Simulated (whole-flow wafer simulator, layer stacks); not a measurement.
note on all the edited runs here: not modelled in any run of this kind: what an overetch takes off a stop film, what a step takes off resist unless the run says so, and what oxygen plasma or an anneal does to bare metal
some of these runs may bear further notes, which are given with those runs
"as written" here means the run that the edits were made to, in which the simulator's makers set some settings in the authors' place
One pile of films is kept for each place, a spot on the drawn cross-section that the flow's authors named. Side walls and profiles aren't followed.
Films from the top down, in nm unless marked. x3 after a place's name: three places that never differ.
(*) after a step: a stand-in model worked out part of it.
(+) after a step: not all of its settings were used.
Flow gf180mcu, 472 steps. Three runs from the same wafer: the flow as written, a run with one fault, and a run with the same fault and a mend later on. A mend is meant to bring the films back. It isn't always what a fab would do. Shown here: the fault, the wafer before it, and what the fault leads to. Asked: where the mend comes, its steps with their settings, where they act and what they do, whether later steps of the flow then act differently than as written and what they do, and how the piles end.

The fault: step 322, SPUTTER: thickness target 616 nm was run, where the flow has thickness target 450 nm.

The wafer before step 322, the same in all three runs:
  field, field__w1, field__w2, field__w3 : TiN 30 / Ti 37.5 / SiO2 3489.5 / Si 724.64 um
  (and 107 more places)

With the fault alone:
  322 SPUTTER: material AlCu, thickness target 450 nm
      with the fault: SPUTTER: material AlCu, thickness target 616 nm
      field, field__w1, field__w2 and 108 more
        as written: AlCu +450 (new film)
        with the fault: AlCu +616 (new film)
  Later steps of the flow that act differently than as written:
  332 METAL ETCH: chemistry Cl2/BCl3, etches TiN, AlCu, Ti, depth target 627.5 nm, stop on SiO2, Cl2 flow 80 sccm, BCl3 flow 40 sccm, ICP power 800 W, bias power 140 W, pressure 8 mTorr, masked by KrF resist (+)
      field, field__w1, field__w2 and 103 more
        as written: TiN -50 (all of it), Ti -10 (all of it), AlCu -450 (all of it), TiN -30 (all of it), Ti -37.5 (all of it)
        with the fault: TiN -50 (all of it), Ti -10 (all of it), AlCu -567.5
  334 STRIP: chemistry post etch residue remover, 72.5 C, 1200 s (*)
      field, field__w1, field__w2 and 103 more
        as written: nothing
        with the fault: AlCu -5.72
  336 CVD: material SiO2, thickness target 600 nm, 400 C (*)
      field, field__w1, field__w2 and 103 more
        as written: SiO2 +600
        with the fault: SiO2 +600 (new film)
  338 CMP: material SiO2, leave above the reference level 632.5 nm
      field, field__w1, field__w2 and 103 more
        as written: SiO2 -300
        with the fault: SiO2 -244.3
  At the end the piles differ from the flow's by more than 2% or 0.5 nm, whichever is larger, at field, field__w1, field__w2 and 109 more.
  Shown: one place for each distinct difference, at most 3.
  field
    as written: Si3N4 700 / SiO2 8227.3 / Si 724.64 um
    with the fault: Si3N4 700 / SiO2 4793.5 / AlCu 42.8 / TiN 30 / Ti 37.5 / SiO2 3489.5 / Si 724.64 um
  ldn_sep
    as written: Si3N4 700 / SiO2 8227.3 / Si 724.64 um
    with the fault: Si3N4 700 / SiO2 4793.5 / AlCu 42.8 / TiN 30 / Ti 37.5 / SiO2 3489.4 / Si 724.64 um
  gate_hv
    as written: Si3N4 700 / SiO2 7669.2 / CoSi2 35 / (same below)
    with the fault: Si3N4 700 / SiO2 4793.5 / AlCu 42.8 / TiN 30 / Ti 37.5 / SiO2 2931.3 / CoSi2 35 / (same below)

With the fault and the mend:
  The mend comes after step 322.
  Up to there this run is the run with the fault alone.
  322a METAL ETCH: chemistry Cl2/BCl3, etches TiN, AlCu, Ti, depth target 166 nm, Cl2 flow 80 sccm, BCl3 flow 40 sccm, ICP power 800 W, bias power 140 W, pressure 8 mTorr (the flow's step 260 once more, with other settings)
      field, field__w1, field__w2 and 108 more
        AlCu -166
  No later step of the flow acts differently than as written at any place that is followed.
  At the end the piles are the same as the flow's at every place that both follow.
